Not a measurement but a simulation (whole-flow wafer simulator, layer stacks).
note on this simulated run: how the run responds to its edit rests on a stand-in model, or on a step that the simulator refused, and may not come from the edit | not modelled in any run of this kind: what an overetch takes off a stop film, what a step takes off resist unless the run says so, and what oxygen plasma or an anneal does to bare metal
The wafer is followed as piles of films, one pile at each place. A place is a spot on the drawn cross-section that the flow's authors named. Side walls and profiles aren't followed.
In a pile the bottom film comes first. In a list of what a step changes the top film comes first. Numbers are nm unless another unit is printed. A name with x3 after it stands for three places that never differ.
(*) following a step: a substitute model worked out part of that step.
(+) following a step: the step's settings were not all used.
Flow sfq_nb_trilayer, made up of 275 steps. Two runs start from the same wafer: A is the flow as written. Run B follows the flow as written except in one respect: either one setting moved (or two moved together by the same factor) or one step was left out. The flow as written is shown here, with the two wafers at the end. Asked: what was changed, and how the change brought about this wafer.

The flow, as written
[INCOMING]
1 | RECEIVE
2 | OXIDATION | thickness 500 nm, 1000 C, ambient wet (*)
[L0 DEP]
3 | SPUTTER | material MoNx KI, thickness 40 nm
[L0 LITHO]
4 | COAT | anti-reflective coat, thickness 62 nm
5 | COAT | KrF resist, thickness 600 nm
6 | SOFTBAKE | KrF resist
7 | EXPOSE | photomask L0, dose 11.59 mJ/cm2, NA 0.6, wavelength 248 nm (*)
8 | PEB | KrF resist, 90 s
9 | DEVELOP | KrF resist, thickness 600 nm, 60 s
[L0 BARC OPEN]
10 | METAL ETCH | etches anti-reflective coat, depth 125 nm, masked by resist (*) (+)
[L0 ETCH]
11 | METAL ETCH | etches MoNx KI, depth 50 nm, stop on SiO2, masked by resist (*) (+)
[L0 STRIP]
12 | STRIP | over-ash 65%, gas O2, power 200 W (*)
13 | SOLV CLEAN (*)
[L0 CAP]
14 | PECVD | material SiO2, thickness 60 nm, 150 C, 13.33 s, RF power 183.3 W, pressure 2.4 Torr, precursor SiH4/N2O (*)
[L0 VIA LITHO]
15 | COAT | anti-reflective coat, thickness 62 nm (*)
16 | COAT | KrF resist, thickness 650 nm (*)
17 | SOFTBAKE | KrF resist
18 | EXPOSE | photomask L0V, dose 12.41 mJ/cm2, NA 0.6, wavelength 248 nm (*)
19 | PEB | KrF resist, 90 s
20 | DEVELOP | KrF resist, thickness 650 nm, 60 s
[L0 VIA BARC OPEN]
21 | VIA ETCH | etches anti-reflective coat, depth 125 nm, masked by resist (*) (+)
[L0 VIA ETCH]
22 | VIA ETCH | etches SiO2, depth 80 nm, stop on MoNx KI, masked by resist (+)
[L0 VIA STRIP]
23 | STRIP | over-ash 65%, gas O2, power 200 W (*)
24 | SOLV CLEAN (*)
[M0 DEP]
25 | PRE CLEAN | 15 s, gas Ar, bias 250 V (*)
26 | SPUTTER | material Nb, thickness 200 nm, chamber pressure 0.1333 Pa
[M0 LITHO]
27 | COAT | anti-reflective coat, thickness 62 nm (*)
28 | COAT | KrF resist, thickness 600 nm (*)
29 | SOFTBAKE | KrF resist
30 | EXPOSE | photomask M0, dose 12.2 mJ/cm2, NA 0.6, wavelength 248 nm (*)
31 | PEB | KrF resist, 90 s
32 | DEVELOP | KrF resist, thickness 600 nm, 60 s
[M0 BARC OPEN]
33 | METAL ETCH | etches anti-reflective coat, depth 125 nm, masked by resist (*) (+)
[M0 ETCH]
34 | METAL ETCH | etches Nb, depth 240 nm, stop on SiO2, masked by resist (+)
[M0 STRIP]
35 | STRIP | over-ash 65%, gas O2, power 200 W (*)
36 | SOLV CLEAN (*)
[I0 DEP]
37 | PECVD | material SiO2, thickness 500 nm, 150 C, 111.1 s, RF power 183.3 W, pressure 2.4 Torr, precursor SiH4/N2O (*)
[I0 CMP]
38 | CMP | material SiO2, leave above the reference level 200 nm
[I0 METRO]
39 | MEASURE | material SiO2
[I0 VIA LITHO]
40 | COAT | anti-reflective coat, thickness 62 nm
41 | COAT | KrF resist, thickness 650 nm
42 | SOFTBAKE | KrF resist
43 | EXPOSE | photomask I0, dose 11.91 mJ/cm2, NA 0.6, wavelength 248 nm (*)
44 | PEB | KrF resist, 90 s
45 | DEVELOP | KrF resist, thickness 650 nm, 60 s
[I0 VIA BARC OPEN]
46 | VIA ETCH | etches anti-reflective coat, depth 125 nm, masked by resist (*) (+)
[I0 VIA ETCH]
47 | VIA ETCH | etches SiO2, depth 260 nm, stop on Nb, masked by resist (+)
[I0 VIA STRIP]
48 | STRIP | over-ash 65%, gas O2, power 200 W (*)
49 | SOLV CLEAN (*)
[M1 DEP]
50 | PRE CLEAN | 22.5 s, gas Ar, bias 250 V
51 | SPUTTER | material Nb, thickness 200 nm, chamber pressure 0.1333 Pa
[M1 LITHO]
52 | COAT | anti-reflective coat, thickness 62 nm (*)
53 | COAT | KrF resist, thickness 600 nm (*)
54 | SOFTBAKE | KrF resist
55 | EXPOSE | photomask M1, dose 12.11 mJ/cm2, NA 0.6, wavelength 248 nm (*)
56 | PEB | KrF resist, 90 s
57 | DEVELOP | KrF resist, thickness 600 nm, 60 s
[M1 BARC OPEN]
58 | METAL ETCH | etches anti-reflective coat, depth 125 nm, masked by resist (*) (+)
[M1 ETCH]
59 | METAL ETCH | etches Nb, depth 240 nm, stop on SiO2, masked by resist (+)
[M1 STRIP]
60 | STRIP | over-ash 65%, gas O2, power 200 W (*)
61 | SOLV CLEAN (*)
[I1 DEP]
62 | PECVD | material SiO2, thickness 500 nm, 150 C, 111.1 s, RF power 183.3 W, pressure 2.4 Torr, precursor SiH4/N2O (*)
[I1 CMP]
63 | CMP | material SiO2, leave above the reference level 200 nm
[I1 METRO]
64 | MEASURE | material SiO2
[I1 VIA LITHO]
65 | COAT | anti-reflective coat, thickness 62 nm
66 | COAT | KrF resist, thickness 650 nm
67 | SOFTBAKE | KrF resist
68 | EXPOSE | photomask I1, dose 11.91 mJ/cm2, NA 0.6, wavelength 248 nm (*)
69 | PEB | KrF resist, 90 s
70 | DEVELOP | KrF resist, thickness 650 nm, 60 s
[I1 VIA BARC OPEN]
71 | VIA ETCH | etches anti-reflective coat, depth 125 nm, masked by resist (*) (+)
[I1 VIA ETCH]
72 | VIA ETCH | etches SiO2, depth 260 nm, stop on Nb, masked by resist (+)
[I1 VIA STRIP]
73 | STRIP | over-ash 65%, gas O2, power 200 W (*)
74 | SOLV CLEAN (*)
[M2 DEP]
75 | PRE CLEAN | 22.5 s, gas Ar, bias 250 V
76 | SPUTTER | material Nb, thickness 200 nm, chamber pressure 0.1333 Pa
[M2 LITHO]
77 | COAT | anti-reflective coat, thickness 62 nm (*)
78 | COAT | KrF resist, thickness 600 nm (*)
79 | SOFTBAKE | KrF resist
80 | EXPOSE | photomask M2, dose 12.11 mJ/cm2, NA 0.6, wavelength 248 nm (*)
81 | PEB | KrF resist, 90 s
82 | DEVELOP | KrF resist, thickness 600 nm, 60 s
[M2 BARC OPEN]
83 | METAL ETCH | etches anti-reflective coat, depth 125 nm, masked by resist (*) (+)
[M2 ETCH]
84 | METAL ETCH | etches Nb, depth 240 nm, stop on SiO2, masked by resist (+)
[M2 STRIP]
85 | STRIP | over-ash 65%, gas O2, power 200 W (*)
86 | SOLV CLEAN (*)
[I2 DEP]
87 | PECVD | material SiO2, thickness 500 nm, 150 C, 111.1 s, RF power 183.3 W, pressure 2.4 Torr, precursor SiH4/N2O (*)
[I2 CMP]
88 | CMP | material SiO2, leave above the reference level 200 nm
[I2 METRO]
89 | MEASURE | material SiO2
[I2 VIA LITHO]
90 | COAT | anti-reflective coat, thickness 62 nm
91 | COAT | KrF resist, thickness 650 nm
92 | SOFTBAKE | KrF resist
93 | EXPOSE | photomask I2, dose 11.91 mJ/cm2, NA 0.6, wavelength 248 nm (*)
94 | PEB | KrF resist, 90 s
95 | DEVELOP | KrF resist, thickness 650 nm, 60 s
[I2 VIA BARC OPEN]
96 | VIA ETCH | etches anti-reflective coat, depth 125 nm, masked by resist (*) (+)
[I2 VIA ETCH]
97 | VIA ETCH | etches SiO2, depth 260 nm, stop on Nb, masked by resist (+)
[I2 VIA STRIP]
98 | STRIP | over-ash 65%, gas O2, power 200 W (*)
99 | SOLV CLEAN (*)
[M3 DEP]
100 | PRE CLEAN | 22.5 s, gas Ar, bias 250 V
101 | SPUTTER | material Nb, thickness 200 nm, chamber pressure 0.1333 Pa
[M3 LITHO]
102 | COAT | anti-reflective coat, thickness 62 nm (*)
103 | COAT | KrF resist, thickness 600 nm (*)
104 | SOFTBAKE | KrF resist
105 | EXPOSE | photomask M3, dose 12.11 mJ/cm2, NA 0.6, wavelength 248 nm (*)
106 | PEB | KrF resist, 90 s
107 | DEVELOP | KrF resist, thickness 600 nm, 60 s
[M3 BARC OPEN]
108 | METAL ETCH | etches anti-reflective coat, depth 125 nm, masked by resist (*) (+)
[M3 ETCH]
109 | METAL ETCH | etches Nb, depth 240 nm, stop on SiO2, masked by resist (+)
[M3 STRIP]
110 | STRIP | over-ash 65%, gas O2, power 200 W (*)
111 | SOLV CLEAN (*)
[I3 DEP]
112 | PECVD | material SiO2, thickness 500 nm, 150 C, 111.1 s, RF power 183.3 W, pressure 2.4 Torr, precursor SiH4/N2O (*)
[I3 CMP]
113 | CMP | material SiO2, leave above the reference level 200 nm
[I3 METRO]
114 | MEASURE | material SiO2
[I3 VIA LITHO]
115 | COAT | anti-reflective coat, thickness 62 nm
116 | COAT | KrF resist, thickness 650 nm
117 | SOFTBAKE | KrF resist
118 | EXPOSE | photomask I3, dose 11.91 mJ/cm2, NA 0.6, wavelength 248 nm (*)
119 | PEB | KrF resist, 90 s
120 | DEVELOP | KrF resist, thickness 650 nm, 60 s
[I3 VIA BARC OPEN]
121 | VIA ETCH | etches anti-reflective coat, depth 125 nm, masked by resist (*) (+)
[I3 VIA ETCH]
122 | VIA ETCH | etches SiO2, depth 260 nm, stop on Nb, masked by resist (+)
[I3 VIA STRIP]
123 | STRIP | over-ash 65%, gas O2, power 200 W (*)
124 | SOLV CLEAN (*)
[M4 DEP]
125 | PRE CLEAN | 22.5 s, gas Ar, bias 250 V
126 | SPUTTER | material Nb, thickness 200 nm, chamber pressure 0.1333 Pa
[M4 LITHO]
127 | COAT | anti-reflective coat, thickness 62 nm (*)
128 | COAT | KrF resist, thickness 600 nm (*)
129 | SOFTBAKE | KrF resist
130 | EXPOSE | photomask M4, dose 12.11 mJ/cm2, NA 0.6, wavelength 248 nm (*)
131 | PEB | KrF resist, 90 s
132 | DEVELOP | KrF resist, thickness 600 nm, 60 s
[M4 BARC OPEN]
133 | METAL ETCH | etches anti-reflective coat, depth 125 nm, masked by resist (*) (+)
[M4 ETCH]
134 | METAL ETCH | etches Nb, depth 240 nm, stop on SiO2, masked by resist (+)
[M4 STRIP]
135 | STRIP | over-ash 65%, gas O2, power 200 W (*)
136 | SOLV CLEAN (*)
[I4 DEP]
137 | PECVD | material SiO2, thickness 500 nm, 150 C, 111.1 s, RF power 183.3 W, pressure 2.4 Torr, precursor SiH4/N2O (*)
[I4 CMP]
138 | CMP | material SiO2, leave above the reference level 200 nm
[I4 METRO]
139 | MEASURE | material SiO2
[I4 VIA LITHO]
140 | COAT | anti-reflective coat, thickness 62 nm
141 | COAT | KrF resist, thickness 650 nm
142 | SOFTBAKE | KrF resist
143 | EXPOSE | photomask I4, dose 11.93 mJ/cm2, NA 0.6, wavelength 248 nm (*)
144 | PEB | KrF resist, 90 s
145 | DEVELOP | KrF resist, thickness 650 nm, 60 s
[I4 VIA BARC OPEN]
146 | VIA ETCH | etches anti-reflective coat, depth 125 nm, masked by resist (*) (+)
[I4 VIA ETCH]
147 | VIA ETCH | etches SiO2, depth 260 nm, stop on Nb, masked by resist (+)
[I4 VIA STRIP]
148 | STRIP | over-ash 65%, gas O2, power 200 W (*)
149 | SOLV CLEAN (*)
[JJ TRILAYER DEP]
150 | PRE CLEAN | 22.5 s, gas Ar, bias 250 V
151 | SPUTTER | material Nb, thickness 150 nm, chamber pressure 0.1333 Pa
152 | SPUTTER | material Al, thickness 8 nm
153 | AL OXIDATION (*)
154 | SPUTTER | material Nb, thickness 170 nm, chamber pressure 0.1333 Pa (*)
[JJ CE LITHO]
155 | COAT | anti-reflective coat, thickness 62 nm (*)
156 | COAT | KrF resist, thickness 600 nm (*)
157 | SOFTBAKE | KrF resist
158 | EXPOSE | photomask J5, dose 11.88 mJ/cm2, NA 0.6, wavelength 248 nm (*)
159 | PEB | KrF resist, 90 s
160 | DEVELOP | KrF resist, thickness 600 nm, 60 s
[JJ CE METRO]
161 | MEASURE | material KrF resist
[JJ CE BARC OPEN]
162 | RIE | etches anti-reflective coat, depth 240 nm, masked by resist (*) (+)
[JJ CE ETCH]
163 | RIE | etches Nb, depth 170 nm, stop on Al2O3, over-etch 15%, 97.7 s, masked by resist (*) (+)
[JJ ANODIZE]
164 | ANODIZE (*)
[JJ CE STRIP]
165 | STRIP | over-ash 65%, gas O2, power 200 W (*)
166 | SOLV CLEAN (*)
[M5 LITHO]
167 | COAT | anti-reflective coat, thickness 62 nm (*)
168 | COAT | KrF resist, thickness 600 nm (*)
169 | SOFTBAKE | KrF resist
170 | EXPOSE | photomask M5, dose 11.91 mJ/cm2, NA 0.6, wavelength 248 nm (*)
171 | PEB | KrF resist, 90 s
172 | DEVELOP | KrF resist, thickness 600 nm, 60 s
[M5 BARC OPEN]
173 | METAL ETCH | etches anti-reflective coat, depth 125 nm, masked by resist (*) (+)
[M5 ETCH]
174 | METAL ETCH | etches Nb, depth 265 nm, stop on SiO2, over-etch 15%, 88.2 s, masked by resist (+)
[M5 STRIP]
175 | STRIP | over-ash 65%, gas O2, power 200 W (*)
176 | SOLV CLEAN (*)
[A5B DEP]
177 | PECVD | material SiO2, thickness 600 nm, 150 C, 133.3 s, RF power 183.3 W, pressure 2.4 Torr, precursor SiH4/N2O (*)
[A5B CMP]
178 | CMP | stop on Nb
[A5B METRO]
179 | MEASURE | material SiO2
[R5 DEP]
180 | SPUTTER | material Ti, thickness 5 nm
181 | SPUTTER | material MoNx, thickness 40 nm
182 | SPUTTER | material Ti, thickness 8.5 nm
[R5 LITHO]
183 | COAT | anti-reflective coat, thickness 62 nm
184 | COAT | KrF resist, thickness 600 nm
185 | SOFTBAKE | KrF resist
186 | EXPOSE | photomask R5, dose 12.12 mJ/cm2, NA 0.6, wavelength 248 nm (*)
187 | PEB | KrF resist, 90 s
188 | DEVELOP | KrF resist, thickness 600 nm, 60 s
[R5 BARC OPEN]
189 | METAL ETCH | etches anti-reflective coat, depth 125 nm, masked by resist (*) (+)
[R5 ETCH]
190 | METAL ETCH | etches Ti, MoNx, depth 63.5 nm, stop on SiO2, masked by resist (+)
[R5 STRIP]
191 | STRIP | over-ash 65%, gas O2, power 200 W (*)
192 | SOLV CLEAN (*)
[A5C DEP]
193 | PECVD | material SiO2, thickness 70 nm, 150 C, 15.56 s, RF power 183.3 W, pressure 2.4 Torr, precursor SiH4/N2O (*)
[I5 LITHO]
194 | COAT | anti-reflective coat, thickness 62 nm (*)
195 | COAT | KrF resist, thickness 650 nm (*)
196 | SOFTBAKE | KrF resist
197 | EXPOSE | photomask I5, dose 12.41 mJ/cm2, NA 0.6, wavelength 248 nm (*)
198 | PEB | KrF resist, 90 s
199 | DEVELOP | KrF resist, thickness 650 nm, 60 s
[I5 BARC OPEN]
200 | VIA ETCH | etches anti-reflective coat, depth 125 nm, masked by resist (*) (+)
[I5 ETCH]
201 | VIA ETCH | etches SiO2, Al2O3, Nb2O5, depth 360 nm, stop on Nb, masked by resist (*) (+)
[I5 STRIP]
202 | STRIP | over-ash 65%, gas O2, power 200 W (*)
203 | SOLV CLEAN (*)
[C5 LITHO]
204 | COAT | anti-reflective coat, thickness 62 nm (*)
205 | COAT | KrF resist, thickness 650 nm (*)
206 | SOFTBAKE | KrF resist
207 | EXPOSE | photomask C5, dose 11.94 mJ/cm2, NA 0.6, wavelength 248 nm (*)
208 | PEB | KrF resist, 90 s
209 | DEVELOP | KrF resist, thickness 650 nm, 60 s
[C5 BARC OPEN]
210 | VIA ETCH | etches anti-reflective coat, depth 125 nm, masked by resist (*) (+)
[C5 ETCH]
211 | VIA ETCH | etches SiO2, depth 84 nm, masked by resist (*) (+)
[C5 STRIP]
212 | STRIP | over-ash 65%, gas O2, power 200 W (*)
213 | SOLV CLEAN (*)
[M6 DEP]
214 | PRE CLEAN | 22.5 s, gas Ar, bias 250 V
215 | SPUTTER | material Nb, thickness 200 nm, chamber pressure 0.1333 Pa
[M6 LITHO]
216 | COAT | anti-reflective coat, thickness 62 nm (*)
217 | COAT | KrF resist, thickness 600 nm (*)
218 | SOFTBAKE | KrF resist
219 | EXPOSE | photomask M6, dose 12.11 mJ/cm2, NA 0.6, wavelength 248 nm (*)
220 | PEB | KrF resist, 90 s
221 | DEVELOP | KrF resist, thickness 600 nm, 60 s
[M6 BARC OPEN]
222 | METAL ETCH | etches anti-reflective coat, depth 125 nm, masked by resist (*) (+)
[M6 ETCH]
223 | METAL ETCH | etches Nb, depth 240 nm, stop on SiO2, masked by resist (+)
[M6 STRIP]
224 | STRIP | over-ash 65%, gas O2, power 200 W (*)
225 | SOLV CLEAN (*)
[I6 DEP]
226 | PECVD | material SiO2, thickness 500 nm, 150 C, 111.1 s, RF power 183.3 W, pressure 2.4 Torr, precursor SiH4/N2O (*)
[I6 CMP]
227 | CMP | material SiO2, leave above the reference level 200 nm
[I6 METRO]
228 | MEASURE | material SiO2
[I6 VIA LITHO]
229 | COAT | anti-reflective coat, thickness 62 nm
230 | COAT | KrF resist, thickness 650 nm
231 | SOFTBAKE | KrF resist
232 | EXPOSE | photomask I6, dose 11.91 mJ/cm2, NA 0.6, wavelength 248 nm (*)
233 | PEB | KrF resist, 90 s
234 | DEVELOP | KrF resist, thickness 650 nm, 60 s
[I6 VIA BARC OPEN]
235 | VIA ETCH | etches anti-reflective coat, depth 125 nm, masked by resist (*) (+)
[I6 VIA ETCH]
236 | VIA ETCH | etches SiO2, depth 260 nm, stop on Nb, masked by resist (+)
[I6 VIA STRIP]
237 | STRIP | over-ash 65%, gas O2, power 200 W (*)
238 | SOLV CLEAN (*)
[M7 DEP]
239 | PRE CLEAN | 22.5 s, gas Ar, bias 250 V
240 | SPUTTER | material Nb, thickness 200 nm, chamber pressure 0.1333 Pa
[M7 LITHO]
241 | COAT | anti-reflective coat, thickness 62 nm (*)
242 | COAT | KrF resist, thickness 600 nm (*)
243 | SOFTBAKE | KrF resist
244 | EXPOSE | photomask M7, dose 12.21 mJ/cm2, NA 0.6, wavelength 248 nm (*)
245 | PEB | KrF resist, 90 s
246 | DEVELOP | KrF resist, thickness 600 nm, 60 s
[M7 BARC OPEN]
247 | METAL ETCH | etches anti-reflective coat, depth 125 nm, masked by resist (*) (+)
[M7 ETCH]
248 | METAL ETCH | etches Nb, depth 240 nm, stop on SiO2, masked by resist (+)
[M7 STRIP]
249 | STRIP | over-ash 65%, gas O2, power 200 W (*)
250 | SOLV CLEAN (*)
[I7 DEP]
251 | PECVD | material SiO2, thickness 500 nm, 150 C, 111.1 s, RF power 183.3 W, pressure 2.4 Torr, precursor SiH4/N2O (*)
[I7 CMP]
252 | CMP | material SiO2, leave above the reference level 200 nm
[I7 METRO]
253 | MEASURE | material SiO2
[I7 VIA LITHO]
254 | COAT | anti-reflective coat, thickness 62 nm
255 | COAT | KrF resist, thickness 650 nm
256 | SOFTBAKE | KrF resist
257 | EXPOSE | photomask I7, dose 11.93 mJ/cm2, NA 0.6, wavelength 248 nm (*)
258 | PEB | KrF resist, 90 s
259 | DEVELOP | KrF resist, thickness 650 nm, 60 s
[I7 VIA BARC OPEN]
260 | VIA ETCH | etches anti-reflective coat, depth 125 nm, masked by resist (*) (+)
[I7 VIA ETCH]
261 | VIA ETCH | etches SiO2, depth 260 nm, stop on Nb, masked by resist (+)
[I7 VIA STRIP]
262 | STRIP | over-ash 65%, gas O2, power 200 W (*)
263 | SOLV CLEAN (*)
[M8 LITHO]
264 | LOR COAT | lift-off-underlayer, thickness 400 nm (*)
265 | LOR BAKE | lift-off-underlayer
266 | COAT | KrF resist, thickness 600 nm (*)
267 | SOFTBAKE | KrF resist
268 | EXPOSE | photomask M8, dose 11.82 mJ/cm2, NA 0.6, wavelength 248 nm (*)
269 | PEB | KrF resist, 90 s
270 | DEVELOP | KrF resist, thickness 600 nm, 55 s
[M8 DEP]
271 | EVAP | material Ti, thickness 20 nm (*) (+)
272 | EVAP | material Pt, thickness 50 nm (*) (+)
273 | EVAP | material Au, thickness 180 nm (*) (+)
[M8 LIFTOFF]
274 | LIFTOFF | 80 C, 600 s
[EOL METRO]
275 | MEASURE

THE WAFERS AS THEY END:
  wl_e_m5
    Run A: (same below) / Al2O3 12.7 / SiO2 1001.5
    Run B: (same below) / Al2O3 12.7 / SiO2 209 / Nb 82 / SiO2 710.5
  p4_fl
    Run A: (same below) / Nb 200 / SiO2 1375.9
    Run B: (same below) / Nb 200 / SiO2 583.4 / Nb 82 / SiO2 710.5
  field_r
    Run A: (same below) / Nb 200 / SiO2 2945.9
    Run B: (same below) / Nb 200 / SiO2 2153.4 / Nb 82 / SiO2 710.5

The reason: step 223, METAL ETCH: depth 118 nm was run, though the flow has depth 240 nm.

How this came from the change, step by step:
  223 | METAL ETCH | etches Nb, depth 240 nm, stop on SiO2, masked by resist (+)
      field_l, gap, moat and 76 more: A Nb loses 200 (all of it) | B Nb loses 118
      v_sur, via_wl, via_w and 24 more: A KrF resist loses 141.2 | B KrF resist loses 69.4
  224 | STRIP | over-ash 65%, gas O2, power 200 W (*)
      wl_j_sl, wl_j_sr: A KrF resist loses 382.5 (all of it), anti-reflective coat loses 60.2 (all of it) | B KrF resist loses 454.3 (all of it), anti-reflective coat loses 60.2 (all of it)
      wl_c_m6, wl_f_m6: A KrF resist loses 382.3 (all of it), anti-reflective coat loses 62 (all of it) | B KrF resist loses 454 (all of it), anti-reflective coat loses 62 (all of it)
      (as well as at 23 more places)
  226 | PECVD | material SiO2, thickness 500 nm, 150 C, 111.1 s, RF power 183.3 W, pressure 2.4 Torr, precursor SiH4/N2O (*)
      field_l, p4_fl, p4_fm and 62 more: A SiO2 gains 500 | B SiO2 gains 500 (new film)
      moat, field_r, lsp_l, ln_m5, lsp_m: A SiO2 gains 493.6 | B SiO2 gains 500 (new film)
      (as well as at 9 more places)
  227 | CMP | material SiO2, leave above the reference level 200 nm
      field_l, p4_fl, p4_fm and 59 more: A SiO2 loses 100 | B SiO2 loses 182
      moat, field_r, lsp_l, ln_m5, lsp_m: A SiO2 loses 93.6 | B SiO2 loses 182
      (as well as at 12 more places)
With metal films that touch counted as one body, wl_e_m5 has 7 bodies (between them, from the top down: SiO2 209 / Al2O3 12.7 / Nb2O5 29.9; SiO2 192.5; SiO2 192.5; SiO2 192.5; SiO2 192.5; SiO2 192.5); the flow as written gives 6 bodies (between them, from the top down: SiO2 192.5; SiO2 192.5; SiO2 192.5; SiO2 192.5; SiO2 192.5).
With metal films that touch counted as one body, p4_fl has 3 bodies (between them, from the top down: SiO2 583.4; SiO2 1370); the flow as written gives 2 bodies (between them, from the top down: SiO2 1370).
With metal films that touch counted as one body, field_r has 2 bodies (between them, from the top down: SiO2 2153.4); the flow as written gives 1 body.
